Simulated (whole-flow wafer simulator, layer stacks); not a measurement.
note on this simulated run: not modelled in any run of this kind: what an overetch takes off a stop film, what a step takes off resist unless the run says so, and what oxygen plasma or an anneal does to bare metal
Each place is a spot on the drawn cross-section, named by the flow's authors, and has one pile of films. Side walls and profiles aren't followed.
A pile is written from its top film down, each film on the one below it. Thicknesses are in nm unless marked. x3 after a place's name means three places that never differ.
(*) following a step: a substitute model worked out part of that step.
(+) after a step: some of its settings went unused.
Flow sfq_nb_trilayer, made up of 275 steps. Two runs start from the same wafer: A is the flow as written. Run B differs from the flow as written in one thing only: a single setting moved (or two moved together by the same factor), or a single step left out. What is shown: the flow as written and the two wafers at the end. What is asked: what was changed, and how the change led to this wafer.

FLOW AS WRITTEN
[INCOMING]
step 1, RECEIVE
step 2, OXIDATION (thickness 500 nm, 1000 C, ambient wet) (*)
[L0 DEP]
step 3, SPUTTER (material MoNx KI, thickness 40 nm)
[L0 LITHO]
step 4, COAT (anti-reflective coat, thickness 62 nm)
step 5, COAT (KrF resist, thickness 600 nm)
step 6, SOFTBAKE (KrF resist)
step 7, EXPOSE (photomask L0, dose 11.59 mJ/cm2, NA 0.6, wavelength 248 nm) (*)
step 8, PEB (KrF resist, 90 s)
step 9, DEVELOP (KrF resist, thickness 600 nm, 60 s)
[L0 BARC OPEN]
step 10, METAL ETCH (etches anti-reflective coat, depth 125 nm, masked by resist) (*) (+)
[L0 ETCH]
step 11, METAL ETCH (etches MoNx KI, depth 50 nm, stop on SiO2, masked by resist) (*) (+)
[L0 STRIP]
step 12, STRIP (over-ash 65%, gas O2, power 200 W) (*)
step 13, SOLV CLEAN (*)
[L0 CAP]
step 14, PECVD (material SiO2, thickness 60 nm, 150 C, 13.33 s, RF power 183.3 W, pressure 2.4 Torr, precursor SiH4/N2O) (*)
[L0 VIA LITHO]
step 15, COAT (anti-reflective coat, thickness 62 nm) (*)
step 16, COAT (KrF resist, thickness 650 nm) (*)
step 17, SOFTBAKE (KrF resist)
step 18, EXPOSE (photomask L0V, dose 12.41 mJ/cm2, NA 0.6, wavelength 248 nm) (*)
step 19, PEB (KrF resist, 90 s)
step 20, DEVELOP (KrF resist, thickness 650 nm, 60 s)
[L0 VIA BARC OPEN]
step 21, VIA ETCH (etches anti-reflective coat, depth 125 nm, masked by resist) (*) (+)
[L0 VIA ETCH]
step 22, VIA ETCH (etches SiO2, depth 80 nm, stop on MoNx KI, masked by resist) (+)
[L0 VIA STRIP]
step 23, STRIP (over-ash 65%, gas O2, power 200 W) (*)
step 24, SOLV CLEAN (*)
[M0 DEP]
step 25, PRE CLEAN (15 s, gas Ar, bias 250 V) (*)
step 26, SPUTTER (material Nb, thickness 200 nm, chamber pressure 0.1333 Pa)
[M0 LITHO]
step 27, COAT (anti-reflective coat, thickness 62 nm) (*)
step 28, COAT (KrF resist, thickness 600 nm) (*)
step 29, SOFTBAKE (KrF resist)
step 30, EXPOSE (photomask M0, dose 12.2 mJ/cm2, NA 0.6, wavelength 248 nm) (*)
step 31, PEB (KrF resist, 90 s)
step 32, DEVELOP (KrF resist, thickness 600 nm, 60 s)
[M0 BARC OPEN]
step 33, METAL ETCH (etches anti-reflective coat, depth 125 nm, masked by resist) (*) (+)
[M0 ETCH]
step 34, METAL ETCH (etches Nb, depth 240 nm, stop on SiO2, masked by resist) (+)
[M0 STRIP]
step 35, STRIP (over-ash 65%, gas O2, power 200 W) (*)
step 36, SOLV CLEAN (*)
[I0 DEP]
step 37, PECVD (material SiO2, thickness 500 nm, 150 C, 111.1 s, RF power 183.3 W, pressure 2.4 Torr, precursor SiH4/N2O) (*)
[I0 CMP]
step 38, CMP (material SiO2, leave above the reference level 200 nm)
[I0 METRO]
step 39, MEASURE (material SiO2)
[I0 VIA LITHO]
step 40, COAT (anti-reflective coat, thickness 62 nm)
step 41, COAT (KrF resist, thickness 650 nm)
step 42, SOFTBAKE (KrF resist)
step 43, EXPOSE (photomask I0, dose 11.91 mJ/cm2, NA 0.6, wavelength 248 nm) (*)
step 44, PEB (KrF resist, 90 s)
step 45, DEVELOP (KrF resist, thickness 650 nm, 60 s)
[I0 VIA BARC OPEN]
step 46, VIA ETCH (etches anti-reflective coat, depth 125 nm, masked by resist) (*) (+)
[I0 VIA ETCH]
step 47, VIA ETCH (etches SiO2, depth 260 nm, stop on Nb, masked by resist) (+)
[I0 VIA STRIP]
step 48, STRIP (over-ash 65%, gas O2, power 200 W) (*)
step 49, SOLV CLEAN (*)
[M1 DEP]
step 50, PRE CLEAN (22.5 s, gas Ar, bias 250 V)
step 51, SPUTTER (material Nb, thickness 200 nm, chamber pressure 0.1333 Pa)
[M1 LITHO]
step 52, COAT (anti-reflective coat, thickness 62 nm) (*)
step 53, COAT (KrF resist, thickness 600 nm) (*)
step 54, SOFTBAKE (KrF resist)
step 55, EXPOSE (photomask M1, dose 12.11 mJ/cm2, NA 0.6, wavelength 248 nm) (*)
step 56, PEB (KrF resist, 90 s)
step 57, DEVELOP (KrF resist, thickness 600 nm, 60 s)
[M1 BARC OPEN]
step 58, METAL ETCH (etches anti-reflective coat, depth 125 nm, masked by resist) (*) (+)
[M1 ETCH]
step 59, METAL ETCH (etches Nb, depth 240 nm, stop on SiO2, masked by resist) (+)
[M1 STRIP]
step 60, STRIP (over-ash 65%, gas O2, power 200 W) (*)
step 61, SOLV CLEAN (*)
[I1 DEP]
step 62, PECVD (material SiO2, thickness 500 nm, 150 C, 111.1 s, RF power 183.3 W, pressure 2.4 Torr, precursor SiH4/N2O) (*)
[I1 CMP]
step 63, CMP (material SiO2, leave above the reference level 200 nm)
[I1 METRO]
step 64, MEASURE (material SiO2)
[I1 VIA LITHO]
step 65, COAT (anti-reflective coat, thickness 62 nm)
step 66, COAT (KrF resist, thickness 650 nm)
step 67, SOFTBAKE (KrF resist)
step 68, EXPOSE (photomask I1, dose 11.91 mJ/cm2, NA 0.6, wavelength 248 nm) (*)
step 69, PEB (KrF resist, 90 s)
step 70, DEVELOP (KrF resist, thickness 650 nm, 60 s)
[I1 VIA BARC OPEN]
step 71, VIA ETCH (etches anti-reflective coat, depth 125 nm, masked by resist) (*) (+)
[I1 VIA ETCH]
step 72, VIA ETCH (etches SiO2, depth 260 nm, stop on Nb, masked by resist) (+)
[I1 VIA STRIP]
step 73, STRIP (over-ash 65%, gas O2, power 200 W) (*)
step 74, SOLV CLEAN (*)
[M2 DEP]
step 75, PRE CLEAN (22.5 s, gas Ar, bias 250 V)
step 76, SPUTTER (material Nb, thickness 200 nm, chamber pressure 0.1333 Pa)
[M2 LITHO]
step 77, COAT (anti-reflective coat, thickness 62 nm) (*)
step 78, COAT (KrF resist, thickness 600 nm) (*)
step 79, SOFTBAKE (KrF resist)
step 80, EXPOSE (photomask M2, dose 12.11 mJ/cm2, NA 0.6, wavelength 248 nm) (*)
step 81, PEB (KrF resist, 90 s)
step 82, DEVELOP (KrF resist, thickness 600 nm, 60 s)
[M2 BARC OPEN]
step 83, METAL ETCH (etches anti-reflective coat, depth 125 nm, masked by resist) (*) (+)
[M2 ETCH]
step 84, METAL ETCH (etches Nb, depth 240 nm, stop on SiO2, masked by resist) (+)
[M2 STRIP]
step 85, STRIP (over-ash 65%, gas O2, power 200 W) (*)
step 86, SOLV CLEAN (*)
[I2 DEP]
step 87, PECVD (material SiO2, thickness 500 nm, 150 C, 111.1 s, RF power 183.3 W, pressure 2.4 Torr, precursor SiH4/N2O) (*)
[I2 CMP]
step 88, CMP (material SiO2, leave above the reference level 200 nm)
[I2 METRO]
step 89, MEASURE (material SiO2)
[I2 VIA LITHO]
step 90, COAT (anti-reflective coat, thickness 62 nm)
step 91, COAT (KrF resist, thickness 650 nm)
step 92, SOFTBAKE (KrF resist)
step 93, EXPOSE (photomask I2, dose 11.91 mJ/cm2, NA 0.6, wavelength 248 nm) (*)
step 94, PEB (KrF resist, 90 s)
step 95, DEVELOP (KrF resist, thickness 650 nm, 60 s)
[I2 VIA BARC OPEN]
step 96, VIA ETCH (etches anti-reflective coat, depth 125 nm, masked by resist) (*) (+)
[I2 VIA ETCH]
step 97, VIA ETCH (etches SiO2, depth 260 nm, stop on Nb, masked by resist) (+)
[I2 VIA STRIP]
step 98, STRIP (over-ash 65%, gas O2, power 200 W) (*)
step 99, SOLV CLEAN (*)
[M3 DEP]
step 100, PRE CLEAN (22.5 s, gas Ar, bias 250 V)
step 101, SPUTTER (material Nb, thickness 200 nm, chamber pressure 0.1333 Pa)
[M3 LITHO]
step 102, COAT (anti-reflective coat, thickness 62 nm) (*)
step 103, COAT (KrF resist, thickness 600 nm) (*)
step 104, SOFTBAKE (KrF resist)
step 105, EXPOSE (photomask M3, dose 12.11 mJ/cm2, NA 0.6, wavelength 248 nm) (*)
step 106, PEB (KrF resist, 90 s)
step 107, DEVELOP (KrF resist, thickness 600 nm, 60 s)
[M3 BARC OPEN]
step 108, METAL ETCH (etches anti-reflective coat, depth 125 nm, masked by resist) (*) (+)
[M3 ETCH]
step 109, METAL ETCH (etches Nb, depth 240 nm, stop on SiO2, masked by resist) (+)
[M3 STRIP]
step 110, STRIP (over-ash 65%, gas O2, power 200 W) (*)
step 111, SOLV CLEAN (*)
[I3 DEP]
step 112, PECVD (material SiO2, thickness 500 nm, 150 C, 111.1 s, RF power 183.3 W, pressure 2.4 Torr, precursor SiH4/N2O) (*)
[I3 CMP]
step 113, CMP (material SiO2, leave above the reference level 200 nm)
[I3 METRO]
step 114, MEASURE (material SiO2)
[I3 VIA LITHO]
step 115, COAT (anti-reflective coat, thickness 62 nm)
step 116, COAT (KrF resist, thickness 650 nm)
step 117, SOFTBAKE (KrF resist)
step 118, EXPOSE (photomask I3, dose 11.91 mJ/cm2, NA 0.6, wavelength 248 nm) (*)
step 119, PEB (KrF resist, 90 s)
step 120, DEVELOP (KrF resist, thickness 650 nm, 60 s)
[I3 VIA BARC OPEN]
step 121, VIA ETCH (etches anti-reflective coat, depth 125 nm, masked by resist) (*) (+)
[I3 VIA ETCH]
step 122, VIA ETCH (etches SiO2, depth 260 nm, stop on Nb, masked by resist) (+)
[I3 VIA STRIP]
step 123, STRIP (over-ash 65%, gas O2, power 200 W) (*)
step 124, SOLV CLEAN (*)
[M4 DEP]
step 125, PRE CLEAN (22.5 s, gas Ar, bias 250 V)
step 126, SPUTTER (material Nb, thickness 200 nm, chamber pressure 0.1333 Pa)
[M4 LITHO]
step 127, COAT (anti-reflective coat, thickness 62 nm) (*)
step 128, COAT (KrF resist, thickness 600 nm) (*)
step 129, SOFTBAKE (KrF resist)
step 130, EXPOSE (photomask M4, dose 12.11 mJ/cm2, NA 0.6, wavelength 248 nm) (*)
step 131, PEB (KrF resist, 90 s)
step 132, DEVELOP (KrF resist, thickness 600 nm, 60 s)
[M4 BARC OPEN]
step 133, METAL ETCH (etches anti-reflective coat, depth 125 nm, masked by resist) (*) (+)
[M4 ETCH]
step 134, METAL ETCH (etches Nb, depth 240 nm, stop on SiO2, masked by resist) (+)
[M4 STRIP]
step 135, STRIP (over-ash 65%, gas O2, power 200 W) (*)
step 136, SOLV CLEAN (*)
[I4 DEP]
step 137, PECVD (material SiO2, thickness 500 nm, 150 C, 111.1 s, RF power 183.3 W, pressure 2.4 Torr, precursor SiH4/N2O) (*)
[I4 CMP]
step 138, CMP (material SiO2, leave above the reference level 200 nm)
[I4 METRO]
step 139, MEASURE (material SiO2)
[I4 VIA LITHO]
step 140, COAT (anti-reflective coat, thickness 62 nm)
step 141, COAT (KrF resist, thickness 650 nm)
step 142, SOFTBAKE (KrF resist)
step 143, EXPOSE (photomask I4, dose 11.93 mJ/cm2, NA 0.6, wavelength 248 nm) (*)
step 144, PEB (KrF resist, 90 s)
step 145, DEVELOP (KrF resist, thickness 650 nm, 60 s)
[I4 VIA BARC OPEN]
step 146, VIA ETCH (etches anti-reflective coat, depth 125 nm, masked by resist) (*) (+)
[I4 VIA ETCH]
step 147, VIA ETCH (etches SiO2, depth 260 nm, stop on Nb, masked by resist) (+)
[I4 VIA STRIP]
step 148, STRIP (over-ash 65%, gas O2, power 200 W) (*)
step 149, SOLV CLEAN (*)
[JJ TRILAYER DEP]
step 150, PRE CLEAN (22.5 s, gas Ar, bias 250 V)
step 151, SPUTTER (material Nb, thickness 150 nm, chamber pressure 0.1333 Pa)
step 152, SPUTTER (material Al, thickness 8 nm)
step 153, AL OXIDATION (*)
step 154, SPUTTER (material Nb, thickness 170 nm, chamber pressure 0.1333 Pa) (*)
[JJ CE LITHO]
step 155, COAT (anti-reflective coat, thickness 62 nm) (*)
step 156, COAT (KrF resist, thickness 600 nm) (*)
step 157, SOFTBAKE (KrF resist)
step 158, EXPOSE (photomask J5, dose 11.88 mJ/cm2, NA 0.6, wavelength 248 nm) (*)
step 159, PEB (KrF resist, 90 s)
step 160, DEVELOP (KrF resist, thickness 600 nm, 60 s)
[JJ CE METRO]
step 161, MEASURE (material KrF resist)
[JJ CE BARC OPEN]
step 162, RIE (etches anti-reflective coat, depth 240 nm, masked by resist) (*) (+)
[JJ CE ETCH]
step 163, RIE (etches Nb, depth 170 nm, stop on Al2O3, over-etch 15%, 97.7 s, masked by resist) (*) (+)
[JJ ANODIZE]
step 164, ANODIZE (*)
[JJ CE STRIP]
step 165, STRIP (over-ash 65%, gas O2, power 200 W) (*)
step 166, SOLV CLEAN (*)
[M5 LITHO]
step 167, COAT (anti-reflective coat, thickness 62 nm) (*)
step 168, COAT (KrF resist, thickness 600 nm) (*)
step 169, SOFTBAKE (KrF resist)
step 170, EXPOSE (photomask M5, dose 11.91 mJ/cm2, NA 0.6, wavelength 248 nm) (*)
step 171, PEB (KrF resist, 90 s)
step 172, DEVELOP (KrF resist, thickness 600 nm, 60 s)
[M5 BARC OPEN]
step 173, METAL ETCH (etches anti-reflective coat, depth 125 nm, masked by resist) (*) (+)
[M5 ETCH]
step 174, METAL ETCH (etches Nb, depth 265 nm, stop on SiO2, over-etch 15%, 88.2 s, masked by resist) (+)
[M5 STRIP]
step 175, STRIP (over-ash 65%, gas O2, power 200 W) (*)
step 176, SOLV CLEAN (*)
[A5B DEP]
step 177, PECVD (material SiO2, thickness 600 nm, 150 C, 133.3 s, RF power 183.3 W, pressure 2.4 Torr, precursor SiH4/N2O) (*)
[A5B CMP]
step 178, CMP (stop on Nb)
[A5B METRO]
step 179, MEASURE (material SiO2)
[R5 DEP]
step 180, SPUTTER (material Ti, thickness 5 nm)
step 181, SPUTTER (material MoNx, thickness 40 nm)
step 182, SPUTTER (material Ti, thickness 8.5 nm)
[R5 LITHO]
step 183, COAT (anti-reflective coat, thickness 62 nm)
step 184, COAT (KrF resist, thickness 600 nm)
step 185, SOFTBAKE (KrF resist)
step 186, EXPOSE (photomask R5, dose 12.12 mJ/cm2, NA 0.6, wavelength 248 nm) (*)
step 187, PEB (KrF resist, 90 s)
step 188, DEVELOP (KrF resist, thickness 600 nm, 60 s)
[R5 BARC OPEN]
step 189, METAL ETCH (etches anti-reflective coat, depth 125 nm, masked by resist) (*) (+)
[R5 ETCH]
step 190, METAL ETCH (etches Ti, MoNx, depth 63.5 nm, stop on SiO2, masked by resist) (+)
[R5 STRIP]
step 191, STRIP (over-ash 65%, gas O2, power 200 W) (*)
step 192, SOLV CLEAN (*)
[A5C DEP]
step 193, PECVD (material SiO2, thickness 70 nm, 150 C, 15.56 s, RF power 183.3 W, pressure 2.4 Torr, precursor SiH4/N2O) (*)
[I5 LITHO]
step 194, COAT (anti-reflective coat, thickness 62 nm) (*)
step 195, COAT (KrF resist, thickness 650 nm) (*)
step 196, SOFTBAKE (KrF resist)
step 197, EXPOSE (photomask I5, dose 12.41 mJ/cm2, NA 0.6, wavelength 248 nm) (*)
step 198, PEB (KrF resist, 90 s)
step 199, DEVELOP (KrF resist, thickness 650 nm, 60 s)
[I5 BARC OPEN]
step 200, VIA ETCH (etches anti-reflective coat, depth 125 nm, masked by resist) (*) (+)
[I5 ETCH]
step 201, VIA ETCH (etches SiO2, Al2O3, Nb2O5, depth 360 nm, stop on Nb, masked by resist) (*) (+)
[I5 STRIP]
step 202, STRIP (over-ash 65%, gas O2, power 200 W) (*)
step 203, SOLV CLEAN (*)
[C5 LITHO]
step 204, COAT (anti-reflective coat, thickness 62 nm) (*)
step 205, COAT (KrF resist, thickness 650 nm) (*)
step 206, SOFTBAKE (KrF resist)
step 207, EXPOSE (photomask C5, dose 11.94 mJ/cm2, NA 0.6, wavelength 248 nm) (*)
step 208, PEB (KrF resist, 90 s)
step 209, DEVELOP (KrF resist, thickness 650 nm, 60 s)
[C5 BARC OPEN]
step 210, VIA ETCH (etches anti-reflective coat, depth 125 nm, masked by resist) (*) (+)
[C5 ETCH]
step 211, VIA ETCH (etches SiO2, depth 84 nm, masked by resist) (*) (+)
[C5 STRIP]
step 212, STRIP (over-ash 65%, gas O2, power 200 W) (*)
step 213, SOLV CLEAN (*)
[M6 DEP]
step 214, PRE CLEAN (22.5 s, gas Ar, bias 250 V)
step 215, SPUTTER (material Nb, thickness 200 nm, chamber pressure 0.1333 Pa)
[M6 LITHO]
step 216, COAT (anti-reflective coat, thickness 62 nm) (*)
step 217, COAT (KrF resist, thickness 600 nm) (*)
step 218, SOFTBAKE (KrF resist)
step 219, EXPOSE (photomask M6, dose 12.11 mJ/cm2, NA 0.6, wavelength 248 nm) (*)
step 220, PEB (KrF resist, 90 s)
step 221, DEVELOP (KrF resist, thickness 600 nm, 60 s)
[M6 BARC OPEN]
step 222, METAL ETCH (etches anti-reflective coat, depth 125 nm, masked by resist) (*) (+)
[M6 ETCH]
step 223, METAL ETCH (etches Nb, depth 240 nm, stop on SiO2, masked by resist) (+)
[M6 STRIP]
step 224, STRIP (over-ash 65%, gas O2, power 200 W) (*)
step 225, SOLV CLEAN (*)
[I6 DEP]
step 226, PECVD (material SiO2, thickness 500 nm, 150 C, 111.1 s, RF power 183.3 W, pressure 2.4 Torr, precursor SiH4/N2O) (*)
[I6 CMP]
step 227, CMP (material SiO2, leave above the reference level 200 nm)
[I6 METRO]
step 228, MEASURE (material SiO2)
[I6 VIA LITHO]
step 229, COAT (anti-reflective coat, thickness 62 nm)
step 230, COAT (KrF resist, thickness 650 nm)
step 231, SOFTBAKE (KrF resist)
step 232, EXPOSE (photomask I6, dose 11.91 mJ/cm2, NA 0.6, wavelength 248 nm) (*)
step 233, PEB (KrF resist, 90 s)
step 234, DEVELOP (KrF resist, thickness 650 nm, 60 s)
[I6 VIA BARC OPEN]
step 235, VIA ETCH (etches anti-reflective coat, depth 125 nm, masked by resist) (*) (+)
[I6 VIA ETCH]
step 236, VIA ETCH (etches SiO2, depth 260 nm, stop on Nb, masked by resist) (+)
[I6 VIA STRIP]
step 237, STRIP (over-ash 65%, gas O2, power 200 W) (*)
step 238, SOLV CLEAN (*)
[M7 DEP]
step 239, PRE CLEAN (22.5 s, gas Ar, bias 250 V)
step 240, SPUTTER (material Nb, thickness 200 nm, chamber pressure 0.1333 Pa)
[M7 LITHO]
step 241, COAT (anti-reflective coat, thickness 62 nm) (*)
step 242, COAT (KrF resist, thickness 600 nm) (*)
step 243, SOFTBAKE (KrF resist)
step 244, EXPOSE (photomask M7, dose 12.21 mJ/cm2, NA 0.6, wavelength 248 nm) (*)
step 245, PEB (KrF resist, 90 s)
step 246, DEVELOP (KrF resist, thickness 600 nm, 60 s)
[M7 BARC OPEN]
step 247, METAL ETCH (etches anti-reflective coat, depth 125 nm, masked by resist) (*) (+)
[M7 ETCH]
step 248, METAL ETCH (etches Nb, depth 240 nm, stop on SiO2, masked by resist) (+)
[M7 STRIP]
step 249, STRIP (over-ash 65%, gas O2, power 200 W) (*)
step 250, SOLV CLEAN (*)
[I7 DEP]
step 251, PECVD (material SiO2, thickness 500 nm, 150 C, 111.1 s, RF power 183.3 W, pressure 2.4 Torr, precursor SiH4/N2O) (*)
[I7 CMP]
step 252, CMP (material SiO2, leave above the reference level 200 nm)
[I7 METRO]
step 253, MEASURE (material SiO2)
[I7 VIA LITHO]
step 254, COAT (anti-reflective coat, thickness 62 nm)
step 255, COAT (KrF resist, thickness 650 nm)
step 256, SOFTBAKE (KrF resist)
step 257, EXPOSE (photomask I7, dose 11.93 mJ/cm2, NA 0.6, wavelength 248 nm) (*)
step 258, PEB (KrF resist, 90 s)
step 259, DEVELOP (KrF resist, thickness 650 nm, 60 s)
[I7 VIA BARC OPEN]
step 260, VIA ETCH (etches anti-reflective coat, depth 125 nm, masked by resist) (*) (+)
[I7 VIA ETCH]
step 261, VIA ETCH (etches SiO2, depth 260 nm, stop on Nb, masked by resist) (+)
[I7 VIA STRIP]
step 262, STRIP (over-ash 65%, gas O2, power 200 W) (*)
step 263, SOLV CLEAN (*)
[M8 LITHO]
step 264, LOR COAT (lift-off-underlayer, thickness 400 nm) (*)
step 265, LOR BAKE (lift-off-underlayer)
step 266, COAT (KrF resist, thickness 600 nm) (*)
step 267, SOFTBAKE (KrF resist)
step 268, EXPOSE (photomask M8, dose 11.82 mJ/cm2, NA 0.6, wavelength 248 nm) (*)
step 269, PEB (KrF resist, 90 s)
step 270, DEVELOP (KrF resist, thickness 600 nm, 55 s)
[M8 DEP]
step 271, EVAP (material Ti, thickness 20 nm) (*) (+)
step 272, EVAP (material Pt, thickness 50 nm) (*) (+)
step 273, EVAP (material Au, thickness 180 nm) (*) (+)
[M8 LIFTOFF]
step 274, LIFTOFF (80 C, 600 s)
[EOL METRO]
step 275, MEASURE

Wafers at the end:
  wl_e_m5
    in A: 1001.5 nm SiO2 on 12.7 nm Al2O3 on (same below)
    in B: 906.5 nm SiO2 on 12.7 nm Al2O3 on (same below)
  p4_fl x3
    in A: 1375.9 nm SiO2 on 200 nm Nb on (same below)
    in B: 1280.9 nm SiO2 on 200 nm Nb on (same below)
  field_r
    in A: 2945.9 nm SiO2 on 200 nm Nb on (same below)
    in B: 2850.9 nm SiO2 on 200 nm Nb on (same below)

Cause: step 227, CMP: leave above the reference level 105 nm was run, whereas the flow has leave above the reference level 200 nm.

How this came from the change, step by step:
  step 227, CMP (material SiO2, leave above the reference level 200 nm)
      field_l, p4_fl x3, p4_w1 x9 and 49 more: A SiO2 loses 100 | B SiO2 loses 195
      v_sur, via_wl, via_w and 15 more: A SiO2 loses 300 | B SiO2 loses 395
      (and at 26 other places as well)
  step 236, VIA ETCH (etches SiO2, depth 260 nm, stop on Nb, masked by resist) (+)
      field_l, v_sur, via_wl and 102 more: A KrF resist loses 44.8 | B KrF resist loses 27.1
      via_v: A SiO2 loses 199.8 (all of it) | B SiO2 loses 104.8 (all of it)
  step 237, STRIP (over-ash 65%, gas O2, power 200 W) (*)
      field_l, v_sur, via_wl and 102 more: A KrF resist loses 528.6 (all of it), anti-reflective coat loses 62 (all of it) | B KrF resist loses 546.3 (all of it), anti-reflective coat loses 62 (all of it)
  step 240, SPUTTER (material Nb, thickness 200 nm, chamber pressure 0.1333 Pa)
      via_v: A Nb gains 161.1 | B Nb gains 184.5
  step 241, COAT (anti-reflective coat, thickness 62 nm) (*)
      via_sp: A anti-reflective coat gains 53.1 (new film) | B anti-reflective coat gains 51.6 (new film)
      via_v: A anti-reflective coat gains 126 (new film) | B anti-reflective coat gains 108.8 (new film)
      (and at 1 other place as well)
  step 242, COAT (KrF resist, thickness 600 nm) (*)
      via_v: A KrF resist gains 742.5 (new film) | B KrF resist gains 656.6 (new film)
  step 249, STRIP (over-ash 65%, gas O2, power 200 W) (*)
      via_sp: A KrF resist loses 373.6 (all of it), anti-reflective coat loses 53.1 (all of it) | B KrF resist loses 382.7 (all of it), anti-reflective coat loses 51.6 (all of it)
      via_v: A KrF resist loses 524.5 (all of it), anti-reflective coat loses 126 (all of it) | B KrF resist loses 438.9 (all of it), anti-reflective coat loses 108.8 (all of it)
      (and at 1 other place as well)
  step 251, PECVD (material SiO2, thickness 500 nm, 150 C, 111.1 s, RF power 183.3 W, pressure 2.4 Torr, precursor SiH4/N2O) (*)
      via_v: A SiO2 gains 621 (new film) | B SiO2 gains 500 (new film)
